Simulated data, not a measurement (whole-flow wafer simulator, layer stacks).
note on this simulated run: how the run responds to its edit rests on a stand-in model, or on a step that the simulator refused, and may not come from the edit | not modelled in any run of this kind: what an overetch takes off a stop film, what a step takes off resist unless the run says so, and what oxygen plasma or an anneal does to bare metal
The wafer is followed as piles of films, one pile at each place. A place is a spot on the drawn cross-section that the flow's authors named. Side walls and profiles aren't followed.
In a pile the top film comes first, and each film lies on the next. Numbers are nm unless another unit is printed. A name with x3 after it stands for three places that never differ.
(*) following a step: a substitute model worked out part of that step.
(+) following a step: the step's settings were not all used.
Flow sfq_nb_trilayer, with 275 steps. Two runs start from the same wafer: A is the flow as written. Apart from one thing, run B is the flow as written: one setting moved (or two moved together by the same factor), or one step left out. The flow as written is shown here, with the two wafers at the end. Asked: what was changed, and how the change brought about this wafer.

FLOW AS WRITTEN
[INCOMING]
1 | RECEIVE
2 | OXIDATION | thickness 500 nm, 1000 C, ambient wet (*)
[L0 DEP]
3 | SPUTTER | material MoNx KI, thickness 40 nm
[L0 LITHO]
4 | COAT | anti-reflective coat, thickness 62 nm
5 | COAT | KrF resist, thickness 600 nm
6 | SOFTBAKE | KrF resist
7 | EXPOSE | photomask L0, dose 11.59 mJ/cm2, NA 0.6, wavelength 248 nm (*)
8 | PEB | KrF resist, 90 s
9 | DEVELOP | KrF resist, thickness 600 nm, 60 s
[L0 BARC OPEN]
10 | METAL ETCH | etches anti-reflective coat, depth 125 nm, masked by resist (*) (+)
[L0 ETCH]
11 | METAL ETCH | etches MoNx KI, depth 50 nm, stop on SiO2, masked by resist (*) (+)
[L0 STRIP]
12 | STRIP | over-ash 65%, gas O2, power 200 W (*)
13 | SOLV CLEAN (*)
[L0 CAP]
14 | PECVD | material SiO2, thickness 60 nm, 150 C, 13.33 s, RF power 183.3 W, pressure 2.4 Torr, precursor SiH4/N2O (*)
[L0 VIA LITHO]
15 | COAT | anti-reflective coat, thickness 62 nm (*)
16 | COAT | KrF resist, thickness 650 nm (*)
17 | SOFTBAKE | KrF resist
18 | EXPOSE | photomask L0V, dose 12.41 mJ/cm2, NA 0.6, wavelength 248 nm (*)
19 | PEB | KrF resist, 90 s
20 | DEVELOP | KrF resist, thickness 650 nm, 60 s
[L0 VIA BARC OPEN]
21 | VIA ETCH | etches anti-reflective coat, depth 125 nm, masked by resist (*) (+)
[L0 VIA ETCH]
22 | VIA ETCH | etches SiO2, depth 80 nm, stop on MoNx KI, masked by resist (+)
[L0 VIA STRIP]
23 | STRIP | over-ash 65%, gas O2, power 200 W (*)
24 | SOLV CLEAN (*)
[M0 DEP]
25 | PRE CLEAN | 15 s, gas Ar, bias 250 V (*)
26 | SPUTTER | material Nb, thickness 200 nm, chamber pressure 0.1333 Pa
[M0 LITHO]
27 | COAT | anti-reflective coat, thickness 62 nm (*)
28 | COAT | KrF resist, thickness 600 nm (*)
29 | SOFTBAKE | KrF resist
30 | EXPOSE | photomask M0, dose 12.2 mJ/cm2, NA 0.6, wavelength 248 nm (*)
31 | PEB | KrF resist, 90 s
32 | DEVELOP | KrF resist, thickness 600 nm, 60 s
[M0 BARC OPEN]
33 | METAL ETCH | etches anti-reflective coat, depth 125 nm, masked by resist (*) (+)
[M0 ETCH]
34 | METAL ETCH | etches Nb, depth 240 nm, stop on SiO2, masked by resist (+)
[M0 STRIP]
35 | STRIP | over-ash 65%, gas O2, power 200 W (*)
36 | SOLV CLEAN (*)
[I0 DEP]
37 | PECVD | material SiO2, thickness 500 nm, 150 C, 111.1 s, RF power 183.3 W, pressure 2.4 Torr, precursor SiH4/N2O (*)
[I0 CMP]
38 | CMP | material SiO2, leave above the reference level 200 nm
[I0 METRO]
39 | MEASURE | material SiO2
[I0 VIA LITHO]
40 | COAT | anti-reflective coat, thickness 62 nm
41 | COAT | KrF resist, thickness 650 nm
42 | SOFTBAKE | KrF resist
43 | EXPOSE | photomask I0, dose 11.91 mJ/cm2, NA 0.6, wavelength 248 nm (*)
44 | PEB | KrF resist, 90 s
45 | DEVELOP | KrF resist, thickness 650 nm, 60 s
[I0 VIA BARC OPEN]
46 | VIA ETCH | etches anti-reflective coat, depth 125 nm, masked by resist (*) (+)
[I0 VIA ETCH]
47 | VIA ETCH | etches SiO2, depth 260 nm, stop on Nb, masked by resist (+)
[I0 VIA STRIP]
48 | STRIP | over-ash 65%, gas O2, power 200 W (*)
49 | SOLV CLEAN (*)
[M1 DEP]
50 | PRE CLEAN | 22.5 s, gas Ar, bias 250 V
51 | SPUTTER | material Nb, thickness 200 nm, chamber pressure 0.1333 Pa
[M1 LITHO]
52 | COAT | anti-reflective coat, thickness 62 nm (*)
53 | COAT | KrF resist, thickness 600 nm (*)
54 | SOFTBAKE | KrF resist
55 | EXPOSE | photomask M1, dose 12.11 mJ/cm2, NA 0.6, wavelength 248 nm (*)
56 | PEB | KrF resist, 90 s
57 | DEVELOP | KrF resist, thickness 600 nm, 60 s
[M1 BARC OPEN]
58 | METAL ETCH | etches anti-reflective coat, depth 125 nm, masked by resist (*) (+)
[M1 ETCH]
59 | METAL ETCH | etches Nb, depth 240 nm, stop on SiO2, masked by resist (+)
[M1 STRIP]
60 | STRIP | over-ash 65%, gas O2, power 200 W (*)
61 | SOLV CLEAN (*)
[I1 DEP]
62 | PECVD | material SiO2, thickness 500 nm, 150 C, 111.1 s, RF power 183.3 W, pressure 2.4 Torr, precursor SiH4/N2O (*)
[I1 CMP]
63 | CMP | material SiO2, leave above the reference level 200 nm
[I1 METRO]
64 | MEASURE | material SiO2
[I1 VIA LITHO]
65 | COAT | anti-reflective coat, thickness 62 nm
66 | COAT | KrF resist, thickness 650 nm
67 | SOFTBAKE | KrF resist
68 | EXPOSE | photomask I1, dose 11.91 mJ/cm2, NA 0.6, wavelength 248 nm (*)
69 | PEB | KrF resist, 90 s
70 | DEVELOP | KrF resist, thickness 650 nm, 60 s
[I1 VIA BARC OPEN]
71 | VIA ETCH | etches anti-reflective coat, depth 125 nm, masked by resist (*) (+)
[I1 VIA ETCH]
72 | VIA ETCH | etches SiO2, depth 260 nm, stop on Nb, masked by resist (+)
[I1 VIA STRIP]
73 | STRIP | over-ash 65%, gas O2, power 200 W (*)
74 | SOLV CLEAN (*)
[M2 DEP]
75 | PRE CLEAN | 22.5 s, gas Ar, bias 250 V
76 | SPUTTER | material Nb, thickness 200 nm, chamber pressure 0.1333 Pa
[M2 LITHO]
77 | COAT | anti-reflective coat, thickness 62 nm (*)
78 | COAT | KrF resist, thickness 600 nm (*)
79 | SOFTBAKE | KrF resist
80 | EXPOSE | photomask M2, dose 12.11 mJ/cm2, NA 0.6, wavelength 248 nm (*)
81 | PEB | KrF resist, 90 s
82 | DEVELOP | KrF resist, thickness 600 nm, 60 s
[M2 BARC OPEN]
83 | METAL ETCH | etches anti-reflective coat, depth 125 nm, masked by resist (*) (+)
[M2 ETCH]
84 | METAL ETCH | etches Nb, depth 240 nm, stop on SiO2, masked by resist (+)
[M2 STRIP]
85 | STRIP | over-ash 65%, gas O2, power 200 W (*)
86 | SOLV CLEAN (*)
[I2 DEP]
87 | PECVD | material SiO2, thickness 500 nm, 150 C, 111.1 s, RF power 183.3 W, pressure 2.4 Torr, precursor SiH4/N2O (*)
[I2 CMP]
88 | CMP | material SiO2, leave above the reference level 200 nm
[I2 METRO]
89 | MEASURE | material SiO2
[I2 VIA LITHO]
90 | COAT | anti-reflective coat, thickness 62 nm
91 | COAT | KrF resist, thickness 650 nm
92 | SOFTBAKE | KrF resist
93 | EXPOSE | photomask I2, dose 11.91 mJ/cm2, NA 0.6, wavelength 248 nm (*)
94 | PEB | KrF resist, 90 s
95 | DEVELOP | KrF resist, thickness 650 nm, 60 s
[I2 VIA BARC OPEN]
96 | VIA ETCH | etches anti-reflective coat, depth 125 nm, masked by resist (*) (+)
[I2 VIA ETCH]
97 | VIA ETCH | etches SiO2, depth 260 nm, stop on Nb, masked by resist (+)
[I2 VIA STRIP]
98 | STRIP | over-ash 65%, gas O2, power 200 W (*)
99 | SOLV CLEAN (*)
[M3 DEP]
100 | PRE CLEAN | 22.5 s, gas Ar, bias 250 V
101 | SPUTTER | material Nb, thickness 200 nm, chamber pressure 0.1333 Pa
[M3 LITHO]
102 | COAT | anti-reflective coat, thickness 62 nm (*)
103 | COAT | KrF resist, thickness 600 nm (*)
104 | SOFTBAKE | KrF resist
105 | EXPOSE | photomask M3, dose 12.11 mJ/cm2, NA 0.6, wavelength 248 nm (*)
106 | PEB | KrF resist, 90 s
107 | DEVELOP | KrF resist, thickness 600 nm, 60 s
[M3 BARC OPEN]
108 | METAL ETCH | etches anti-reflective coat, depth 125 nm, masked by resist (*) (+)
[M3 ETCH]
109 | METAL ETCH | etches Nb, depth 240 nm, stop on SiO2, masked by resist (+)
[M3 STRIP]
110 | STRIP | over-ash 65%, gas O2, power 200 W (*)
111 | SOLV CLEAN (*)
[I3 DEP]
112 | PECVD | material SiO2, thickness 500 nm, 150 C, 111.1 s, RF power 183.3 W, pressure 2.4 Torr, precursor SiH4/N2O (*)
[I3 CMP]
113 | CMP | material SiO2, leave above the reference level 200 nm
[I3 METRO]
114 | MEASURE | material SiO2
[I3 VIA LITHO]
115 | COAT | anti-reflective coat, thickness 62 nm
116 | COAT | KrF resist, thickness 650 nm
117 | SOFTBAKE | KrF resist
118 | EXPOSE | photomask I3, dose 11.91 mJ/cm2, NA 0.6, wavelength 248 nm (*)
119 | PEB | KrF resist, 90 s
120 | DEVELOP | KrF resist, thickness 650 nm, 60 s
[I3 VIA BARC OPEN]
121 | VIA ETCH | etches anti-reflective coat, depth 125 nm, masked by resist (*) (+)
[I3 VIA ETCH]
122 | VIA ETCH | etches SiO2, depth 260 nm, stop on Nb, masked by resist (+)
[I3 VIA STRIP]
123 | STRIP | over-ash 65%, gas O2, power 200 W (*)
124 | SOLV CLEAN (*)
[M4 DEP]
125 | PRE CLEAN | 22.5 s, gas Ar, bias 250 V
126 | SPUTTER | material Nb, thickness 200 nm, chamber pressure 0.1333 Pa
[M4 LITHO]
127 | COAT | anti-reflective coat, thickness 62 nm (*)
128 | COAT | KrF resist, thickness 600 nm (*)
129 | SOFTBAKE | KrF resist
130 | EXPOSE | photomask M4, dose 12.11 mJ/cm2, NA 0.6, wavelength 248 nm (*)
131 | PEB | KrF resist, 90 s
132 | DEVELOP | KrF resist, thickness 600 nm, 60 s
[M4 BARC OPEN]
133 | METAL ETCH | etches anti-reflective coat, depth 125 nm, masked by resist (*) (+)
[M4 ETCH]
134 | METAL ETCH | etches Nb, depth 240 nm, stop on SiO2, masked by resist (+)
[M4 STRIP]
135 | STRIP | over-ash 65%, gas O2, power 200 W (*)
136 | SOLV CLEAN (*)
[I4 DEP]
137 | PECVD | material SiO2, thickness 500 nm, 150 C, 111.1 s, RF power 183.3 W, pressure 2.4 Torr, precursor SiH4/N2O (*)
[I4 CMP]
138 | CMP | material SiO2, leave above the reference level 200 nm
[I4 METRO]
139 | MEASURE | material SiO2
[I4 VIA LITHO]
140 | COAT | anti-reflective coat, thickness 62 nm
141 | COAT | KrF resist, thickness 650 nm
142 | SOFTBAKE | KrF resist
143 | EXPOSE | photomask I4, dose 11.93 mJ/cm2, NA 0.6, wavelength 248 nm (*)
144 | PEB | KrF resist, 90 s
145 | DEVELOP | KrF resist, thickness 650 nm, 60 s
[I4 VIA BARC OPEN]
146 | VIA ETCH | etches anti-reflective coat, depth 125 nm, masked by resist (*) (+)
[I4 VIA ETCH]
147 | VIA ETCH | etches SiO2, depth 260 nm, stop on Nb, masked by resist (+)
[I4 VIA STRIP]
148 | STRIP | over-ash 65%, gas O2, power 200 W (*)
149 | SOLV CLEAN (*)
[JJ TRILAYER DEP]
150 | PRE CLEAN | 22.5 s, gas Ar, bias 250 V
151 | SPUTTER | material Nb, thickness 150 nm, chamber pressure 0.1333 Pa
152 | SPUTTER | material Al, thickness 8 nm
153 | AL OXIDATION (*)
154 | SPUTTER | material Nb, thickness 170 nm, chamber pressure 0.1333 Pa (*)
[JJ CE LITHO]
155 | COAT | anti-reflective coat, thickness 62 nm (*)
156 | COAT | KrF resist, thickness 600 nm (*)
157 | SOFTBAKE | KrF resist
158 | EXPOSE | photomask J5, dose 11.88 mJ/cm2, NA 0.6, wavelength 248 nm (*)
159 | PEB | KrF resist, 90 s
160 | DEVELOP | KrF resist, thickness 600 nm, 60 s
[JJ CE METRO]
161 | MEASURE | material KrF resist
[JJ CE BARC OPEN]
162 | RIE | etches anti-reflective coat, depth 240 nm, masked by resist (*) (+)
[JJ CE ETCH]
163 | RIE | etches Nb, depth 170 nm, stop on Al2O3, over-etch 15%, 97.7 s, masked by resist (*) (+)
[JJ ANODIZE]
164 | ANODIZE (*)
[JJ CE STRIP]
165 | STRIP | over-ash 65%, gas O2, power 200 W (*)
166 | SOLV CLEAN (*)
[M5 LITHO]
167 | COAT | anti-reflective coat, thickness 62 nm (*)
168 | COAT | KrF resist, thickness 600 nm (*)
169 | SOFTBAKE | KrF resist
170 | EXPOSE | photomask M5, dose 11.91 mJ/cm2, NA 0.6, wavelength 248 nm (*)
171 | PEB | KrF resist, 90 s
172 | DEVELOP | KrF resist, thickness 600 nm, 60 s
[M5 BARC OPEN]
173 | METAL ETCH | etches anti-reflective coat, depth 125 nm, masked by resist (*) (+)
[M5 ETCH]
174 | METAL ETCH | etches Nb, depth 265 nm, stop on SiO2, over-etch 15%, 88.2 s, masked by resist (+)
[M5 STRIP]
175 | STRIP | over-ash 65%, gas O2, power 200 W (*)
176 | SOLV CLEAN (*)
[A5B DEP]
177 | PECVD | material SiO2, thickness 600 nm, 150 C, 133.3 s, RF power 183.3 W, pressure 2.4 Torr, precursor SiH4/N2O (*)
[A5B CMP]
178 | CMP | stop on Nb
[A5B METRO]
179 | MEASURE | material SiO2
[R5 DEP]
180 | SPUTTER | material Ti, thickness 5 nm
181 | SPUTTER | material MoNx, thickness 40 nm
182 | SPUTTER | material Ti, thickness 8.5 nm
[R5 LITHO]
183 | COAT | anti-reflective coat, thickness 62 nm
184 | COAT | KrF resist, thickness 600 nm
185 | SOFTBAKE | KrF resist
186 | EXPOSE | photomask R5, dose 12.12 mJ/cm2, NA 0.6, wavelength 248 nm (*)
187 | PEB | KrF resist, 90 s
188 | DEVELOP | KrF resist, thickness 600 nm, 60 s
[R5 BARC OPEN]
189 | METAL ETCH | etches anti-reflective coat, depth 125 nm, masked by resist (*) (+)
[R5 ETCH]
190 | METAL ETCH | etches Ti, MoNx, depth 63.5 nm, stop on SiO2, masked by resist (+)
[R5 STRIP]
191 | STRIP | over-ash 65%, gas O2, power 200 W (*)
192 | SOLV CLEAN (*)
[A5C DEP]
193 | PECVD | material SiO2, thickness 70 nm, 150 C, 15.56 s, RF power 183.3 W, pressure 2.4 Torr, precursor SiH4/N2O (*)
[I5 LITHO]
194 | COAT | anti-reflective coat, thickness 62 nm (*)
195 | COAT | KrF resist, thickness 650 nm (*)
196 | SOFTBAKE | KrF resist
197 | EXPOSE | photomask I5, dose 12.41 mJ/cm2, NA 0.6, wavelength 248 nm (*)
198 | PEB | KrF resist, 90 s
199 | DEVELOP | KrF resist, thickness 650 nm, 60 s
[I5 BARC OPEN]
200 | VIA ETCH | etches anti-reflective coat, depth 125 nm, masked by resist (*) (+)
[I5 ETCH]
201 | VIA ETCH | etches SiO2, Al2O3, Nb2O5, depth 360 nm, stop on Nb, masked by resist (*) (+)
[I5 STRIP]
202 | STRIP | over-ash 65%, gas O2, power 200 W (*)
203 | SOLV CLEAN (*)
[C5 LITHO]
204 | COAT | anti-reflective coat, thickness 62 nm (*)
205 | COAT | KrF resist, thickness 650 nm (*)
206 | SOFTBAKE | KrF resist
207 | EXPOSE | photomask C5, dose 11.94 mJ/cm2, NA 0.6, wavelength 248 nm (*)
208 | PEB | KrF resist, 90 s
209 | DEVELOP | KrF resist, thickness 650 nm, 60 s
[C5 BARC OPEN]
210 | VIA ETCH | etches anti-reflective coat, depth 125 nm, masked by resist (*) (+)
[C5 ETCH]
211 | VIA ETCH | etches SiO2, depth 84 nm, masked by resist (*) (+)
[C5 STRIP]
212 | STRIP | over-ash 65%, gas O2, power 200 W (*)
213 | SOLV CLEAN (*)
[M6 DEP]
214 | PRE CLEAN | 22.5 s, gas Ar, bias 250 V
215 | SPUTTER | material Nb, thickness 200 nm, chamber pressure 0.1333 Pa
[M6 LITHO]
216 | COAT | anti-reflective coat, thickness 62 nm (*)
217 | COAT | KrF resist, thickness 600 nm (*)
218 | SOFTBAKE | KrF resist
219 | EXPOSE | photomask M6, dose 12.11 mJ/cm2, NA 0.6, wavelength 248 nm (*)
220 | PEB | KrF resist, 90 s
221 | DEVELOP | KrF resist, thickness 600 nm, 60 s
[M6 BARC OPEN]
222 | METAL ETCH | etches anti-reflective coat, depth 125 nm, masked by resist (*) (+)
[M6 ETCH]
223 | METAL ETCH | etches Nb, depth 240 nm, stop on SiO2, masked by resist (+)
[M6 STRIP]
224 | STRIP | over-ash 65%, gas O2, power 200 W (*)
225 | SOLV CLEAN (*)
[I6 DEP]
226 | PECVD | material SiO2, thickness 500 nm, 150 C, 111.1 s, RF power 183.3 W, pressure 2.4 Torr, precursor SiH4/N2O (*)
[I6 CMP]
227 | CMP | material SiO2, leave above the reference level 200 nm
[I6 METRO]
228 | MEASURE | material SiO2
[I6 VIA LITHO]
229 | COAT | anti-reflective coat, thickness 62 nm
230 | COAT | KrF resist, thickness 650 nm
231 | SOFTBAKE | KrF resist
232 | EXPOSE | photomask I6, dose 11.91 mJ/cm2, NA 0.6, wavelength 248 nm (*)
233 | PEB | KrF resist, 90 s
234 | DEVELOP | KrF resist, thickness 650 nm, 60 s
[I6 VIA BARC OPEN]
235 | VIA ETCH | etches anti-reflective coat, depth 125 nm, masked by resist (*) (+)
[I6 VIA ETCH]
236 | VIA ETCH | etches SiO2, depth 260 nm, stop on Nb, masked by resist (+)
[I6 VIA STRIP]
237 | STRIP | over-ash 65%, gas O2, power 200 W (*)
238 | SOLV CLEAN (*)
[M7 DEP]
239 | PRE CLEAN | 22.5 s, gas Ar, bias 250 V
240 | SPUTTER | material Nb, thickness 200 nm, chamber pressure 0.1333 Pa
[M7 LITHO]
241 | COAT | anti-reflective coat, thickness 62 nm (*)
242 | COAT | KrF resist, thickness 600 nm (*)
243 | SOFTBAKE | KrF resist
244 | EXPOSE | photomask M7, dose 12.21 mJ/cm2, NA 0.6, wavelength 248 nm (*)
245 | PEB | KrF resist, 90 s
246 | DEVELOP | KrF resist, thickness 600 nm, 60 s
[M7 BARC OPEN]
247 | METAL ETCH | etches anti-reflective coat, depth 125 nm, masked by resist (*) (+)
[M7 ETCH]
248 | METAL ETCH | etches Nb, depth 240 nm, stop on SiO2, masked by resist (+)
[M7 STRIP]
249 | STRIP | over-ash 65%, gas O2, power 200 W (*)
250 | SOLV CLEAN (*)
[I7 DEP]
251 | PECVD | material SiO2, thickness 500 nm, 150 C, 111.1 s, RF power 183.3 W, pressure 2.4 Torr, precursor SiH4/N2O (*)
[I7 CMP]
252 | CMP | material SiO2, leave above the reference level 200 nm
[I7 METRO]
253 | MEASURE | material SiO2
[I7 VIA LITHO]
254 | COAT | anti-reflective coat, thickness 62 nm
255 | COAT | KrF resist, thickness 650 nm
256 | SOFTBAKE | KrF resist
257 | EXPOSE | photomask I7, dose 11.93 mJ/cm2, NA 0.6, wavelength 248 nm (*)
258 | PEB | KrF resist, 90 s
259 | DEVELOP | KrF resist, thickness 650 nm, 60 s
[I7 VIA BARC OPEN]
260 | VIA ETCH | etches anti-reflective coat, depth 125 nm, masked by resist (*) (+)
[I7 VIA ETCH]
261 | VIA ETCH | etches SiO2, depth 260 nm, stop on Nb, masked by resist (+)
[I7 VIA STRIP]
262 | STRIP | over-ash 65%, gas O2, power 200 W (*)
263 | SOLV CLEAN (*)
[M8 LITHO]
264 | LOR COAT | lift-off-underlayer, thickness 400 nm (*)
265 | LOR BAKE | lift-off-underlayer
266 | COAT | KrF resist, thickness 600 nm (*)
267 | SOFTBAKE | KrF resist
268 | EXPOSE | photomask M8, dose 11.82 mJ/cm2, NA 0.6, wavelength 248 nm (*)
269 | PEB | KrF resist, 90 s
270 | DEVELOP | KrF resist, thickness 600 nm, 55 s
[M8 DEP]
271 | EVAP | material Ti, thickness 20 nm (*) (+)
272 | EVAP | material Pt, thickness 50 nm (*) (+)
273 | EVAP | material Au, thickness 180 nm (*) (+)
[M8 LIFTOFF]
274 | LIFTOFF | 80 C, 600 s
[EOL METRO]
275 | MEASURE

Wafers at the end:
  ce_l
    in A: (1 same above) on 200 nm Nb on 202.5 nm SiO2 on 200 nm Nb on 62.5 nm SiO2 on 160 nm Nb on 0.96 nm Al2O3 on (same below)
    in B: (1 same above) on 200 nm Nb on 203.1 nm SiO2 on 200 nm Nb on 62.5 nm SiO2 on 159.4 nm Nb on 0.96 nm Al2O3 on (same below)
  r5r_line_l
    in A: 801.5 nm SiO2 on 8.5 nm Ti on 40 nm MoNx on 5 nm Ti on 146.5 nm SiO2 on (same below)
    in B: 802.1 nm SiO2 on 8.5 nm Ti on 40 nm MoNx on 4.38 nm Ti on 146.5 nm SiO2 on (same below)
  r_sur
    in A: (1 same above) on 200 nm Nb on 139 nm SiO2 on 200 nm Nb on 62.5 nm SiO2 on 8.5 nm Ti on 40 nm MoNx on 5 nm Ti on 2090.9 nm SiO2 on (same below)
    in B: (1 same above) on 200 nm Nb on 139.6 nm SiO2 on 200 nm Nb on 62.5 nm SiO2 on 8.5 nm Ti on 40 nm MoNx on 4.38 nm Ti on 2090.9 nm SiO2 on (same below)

What caused this: step 180, SPUTTER: thickness 4.38 nm was run, whereas the flow has thickness 5 nm.
One can read it off the wafer: r5r_line_l has Ti 4.38, and step 180 as written asks for 5 nm.

The path from the change to this, step by step:
  180 | SPUTTER | material Ti, thickness 5 nm
      field_l, v_sur, via_wl and 103 more: A +5 Ti (new film) | B +4.38 Ti (new film)
  190 | METAL ETCH | etches Ti, MoNx, depth 63.5 nm, stop on SiO2, masked by resist (+)
      field_l, v_sur, via_wl and 92 more: A -8.5 Ti (all of it), -40 MoNx (all of it), -5 Ti (all of it) | B -8.5 Ti (all of it), -40 MoNx (all of it), -4.38 Ti (all of it)
      ce_l, c5j, ce_r, wl_jj: A -8.5 Ti (all of it), -40 MoNx (all of it), -5 Ti (all of it), -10 Nb | B -8.5 Ti (all of it), -40 MoNx (all of it), -4.38 Ti (all of it), -10.6 Nb
